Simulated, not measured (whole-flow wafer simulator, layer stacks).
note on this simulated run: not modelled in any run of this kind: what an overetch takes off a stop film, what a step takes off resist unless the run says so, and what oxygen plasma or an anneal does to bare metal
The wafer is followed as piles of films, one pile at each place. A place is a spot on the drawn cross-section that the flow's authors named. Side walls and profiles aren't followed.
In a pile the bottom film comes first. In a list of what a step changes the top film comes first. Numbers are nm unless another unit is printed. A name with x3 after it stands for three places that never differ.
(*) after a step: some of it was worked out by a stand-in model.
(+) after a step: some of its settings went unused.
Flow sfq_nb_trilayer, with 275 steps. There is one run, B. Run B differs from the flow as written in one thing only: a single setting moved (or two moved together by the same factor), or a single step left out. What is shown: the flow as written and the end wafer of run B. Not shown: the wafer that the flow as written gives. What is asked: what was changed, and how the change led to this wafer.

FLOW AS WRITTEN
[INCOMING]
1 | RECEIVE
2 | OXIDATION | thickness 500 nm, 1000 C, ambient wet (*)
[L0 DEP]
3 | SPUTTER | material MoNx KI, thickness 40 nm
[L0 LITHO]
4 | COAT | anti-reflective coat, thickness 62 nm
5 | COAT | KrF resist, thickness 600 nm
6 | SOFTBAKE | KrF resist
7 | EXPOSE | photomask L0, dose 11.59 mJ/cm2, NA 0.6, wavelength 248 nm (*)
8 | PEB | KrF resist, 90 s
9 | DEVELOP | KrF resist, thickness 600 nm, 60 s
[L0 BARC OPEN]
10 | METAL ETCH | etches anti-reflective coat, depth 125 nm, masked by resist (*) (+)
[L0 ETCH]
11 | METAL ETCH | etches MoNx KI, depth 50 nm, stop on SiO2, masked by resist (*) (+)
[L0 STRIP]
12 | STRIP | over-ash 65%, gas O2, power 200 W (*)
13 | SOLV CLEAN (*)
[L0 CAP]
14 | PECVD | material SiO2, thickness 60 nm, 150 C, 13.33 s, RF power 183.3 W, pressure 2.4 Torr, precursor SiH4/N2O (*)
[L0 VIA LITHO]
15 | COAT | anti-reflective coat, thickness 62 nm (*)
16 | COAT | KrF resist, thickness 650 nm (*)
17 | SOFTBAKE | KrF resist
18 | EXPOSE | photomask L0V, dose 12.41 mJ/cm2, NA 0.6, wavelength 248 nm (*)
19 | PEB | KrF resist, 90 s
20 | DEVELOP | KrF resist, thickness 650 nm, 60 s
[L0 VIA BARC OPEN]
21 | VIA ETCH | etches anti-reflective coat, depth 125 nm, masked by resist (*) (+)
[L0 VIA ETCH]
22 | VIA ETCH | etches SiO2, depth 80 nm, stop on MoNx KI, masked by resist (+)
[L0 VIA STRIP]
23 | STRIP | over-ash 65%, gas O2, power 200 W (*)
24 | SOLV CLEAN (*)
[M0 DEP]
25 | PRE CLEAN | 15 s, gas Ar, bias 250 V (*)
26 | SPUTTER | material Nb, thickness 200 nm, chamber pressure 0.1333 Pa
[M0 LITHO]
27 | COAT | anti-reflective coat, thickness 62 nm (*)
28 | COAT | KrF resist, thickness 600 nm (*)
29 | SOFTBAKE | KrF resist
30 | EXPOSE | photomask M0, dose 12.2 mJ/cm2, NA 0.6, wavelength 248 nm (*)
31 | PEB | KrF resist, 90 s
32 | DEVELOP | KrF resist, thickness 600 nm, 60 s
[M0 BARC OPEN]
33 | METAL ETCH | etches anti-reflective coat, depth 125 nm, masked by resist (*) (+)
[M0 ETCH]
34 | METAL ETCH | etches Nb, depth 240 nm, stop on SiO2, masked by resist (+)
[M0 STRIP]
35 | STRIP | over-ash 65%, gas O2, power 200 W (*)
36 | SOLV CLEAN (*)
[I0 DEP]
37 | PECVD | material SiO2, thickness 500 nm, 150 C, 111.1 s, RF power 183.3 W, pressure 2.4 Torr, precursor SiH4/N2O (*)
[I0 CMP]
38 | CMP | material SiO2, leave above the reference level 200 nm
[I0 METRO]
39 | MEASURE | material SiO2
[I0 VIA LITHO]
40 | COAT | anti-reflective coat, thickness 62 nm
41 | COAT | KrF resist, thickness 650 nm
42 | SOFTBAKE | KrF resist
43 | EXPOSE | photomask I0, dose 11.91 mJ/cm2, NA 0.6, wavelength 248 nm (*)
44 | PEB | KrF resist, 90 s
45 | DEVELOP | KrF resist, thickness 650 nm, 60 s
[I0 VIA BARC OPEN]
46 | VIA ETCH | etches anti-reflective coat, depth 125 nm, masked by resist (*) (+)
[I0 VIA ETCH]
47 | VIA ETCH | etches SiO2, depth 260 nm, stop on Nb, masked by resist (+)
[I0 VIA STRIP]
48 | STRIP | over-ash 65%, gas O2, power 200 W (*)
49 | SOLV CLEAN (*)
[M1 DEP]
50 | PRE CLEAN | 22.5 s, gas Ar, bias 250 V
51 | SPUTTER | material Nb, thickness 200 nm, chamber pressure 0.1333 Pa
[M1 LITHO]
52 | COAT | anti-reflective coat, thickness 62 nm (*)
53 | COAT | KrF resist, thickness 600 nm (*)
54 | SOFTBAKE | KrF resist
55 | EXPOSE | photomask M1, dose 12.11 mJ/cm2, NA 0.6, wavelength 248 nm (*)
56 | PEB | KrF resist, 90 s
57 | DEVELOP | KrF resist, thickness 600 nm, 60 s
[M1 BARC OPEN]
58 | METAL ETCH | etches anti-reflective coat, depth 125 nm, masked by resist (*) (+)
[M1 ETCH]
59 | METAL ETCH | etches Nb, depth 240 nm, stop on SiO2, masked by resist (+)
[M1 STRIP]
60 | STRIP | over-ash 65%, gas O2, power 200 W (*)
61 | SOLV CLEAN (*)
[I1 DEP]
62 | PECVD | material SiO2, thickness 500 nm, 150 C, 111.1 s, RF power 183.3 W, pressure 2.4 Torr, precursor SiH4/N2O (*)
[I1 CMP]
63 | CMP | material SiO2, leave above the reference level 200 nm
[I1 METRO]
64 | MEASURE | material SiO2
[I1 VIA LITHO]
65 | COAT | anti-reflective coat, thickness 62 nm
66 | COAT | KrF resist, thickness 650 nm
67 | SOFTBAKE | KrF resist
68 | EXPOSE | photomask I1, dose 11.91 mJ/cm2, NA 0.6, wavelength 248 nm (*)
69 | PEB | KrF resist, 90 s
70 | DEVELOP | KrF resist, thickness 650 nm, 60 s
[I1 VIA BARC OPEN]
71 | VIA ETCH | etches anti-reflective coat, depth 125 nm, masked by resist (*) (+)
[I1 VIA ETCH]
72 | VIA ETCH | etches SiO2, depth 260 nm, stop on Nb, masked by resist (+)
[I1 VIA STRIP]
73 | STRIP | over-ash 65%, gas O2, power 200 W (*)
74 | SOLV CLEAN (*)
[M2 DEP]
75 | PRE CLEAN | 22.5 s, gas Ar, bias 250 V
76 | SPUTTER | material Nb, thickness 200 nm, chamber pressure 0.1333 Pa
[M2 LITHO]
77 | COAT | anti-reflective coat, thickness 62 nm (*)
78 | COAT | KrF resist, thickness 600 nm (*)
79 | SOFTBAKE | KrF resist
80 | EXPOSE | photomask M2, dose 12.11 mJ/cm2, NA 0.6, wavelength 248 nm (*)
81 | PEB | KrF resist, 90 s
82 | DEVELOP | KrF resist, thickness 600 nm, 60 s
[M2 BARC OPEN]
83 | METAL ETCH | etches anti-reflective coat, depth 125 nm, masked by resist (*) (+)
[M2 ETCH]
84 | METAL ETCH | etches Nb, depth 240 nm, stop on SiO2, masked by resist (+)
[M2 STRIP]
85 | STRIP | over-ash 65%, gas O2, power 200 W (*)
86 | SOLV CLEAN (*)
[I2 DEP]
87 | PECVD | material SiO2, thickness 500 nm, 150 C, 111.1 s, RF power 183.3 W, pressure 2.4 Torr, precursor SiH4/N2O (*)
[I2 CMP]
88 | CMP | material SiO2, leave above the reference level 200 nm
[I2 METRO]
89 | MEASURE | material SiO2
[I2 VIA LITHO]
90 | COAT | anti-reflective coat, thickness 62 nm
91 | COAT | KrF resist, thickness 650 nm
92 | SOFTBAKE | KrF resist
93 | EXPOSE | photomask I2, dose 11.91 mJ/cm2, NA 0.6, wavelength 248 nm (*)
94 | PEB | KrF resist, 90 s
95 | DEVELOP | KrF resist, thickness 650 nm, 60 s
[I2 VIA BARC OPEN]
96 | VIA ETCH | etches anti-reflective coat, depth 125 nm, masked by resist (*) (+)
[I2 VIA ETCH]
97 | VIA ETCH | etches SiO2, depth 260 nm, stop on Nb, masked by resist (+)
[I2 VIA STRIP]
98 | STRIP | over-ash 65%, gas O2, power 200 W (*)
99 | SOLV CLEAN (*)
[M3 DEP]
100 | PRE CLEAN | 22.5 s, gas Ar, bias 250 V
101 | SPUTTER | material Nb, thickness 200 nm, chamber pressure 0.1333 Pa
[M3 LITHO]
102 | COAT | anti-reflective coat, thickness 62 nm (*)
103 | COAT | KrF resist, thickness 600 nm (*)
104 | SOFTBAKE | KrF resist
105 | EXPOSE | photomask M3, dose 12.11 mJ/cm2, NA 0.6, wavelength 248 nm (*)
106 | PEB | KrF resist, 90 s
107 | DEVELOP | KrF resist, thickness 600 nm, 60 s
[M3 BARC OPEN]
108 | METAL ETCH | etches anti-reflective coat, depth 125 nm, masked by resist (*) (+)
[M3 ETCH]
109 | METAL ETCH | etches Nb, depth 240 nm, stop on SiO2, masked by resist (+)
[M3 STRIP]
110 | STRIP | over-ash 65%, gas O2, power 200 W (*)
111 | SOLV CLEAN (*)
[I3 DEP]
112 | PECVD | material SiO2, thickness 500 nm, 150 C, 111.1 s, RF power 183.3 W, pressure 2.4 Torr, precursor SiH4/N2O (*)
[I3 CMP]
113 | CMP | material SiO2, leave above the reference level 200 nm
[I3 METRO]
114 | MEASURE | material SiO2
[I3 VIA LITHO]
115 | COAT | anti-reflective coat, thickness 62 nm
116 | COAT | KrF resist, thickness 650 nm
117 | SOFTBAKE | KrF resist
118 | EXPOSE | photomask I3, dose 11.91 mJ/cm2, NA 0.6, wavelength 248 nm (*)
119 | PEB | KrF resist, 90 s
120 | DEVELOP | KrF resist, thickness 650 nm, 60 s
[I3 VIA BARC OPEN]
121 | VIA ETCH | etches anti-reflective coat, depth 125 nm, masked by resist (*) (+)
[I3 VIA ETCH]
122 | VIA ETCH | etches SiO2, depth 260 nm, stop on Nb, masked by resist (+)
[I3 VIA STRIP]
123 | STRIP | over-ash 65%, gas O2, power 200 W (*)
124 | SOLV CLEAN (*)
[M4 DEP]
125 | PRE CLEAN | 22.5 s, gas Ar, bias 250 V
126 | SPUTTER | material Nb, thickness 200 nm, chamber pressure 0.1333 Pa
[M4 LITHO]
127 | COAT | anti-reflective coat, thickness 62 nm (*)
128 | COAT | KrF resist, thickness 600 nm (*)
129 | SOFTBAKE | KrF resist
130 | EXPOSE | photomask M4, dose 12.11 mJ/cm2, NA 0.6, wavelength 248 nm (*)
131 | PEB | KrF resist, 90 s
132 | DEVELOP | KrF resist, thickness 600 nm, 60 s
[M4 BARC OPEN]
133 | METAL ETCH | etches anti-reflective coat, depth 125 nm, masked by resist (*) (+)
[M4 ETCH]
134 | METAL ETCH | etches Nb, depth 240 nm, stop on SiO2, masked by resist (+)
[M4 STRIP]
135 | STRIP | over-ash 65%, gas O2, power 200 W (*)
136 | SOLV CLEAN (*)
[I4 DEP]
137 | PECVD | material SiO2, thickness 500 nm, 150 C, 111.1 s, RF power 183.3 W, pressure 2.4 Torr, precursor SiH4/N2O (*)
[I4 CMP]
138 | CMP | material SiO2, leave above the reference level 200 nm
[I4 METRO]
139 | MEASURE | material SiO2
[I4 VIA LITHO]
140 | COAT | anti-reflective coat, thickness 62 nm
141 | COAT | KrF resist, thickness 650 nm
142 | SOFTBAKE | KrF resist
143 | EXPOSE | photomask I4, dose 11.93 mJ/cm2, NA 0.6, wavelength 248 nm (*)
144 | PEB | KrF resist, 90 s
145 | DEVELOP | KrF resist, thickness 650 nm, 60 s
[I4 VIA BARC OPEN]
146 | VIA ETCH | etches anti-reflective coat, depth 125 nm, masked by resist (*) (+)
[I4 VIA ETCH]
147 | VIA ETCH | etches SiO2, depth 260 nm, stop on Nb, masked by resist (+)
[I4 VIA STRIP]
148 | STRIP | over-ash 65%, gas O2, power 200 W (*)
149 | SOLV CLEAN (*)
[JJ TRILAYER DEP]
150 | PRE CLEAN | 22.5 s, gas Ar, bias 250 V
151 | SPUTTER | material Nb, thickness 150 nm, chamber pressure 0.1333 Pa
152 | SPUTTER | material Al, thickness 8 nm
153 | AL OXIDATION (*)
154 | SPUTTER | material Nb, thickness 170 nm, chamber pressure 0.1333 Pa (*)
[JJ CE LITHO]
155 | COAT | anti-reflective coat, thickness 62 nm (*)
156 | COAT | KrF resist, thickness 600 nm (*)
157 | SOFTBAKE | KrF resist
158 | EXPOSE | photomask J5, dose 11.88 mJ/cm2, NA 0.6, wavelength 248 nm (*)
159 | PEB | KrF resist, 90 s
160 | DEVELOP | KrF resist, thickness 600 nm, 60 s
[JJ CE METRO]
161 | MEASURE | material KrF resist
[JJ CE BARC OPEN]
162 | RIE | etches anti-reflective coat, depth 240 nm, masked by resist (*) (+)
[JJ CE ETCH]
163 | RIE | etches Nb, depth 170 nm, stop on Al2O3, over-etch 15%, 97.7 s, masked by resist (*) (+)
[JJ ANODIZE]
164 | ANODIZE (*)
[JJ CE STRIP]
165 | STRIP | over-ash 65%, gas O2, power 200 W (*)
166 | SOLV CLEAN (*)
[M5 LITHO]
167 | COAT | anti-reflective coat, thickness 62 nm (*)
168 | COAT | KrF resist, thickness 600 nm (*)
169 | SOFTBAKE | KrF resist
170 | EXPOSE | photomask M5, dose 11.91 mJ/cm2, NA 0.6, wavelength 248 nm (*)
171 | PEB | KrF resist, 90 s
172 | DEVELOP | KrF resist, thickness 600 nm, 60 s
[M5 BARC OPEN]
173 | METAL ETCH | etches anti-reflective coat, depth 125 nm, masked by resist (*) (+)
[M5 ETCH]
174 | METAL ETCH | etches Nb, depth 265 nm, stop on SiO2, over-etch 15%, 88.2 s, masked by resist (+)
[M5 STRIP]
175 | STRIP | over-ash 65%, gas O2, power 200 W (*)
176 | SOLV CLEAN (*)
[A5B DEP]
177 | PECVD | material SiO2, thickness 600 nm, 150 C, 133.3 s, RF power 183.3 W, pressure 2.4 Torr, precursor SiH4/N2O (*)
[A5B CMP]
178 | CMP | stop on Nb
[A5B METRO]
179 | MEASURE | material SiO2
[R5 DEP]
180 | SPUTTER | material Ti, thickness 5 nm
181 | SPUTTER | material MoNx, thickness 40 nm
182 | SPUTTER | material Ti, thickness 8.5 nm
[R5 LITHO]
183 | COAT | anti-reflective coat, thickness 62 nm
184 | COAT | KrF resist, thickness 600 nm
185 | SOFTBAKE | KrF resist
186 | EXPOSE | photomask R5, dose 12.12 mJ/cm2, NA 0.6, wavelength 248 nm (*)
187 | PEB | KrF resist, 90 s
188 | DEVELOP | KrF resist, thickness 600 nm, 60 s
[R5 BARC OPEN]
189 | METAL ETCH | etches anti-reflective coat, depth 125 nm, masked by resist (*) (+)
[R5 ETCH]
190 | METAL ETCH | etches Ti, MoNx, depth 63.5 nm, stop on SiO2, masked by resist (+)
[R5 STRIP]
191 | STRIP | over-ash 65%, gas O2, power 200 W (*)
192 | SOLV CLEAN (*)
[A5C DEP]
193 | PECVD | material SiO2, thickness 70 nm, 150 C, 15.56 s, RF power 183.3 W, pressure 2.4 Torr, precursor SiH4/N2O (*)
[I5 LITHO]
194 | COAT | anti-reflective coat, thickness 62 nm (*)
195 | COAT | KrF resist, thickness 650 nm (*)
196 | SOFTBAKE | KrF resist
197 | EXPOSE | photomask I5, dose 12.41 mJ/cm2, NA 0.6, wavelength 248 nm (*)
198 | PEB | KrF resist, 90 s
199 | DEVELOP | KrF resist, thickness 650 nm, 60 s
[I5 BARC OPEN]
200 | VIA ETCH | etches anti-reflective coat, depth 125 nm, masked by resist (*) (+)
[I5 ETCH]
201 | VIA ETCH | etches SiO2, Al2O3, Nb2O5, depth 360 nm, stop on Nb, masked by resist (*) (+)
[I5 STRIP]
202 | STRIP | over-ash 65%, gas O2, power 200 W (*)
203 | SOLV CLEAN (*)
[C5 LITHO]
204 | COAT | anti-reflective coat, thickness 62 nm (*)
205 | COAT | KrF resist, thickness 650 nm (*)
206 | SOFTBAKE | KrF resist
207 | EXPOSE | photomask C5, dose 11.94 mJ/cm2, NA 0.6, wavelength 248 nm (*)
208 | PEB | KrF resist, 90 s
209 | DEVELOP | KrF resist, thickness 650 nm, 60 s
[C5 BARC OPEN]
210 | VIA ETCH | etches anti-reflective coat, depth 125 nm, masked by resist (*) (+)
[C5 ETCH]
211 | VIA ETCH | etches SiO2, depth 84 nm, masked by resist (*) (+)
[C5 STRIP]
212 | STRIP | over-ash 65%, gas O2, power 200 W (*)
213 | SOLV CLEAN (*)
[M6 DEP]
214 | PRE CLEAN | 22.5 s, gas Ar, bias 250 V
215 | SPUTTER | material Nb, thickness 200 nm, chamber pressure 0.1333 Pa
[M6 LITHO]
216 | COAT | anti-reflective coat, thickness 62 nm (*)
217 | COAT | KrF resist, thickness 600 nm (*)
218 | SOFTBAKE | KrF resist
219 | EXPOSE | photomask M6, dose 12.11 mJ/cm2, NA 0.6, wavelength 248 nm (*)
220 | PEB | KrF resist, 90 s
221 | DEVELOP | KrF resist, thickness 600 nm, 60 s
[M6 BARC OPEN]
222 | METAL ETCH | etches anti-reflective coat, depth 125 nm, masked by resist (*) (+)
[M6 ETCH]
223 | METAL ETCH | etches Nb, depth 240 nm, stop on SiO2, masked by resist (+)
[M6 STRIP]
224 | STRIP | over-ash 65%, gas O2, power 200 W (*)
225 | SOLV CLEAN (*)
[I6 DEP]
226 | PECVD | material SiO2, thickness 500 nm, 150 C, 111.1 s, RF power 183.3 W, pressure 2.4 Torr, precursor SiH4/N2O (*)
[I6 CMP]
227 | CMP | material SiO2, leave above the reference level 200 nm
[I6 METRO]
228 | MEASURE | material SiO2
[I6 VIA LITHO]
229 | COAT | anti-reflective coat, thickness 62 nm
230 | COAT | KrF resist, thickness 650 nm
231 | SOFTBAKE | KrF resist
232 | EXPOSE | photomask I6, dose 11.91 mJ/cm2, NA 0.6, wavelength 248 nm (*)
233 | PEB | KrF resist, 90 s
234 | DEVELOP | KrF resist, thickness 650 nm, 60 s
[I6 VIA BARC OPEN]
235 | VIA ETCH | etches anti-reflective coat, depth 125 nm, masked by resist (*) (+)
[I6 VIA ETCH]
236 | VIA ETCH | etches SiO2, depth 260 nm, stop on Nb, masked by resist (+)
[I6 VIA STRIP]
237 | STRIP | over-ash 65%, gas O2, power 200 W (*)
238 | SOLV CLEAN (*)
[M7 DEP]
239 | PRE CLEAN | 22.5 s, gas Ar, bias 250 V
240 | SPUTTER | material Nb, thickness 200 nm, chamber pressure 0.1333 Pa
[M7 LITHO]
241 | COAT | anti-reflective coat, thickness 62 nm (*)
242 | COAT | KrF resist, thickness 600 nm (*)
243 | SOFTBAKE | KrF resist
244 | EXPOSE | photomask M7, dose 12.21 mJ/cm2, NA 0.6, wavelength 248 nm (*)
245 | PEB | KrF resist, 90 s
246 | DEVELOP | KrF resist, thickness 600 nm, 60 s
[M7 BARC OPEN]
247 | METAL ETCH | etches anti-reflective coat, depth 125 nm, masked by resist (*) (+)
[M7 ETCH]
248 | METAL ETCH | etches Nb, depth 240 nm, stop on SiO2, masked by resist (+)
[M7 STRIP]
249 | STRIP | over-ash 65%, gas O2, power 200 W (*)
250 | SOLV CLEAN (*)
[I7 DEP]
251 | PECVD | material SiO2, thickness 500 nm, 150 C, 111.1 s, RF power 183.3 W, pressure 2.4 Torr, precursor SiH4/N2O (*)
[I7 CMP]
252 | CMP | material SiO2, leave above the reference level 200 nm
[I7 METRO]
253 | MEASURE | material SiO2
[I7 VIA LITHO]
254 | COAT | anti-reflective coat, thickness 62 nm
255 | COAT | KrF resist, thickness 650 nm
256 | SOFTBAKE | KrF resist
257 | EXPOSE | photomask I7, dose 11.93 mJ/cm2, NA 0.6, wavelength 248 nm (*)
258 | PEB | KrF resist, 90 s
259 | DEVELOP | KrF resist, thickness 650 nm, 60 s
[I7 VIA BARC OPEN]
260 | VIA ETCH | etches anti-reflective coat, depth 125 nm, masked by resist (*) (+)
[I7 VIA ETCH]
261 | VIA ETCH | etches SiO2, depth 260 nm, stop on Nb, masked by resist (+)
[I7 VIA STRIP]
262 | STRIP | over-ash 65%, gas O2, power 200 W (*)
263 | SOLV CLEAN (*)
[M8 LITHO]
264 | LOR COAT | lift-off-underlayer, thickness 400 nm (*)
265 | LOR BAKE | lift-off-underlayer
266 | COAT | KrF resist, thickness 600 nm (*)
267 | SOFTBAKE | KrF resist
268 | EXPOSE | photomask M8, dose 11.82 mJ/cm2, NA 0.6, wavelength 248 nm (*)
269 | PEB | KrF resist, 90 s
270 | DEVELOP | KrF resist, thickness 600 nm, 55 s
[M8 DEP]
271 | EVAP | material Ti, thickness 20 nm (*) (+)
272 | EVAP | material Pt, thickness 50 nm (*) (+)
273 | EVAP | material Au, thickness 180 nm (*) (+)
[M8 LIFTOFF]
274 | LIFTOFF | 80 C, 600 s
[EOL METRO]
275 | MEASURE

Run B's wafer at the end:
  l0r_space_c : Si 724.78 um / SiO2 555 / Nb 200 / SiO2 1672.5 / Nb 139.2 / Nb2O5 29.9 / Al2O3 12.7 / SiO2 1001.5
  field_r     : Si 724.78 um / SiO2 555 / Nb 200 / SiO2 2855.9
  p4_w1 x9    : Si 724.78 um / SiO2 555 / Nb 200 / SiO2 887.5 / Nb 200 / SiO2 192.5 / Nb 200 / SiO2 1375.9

Cause: step 88, CMP: leave above the reference level 110 nm was run, though the flow has leave above the reference level 200 nm.

Step by step, how the change led to this:
  88 | CMP | material SiO2, leave above the reference level 200 nm
      field_l, be, be_sur and 81 more: -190 SiO2 (in the flow as written it would be: -100 SiO2)
      v_sur, via_wl, via_w and 18 more: -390 SiO2 (in the flow as written it would be: -300 SiO2)
      (and at 1 other place as well)
  97 | VIA ETCH | etches SiO2, depth 260 nm, stop on Nb, masked by resist (+)
      field_l, v_sur, via_wl and 102 more: -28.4 KrF resist (in the flow as written it would be: -44.8 KrF resist)
      via_w: -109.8 SiO2 (all of it) (in the flow as written it would be: -199.8 SiO2 (all of it))
  98 | STRIP | over-ash 65%, gas O2, power 200 W (*)
      field_l, v_sur, via_wl and 102 more: -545 KrF resist (all of it), -62 anti-reflective coat (all of it) (in the flow as written it would be: -528.6 KrF resist (all of it), -62 anti-reflective coat (all of it))
  101 | SPUTTER | material Nb, thickness 200 nm, chamber pressure 0.1333 Pa
      via_w: +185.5 Nb (in the flow as written it would be: +165.5 Nb)
  102 | COAT | anti-reflective coat, thickness 62 nm (*)
      via_wl, via_wr: +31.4 anti-reflective coat (new film) (in the flow as written it would be: +34.2 anti-reflective coat (new film))
      v_sur: +56.6 anti-reflective coat (new film) (in the flow as written it would be: +61.1 anti-reflective coat (new film))
      (and at 2 other places as well)
  103 | COAT | KrF resist, thickness 600 nm (*)
      via_wl: +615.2 KrF resist (new film) (in the flow as written it would be: +601.8 KrF resist (new film))
      via_w: +657 KrF resist (new film) (in the flow as written it would be: +737.9 KrF resist (new film))
      (and at 1 other place as well)
  110 | STRIP | over-ash 65%, gas O2, power 200 W (*)
      v_sur: -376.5 KrF resist (all of it), -56.6 anti-reflective coat (all of it) (in the flow as written it would be: -365.3 KrF resist (all of it), -61.1 anti-reflective coat (all of it))
      via_wl: -397.5 KrF resist (all of it), -31.4 anti-reflective coat (all of it) (in the flow as written it would be: -384.2 KrF resist (all of it), -34.2 anti-reflective coat (all of it))
      (and at 3 other places as well)
  112 | PECVD | material SiO2, thickness 500 nm, 150 C, 111.1 s, RF power 183.3 W, pressure 2.4 Torr, precursor SiH4/N2O (*)
      via_w: +500 SiO2 (new film) (in the flow as written it would be: +615 SiO2 (new film))
  113 | CMP | material SiO2, leave above the reference level 200 nm
      via_w: -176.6 SiO2 (in the flow as written it would be: -181.6 SiO2)
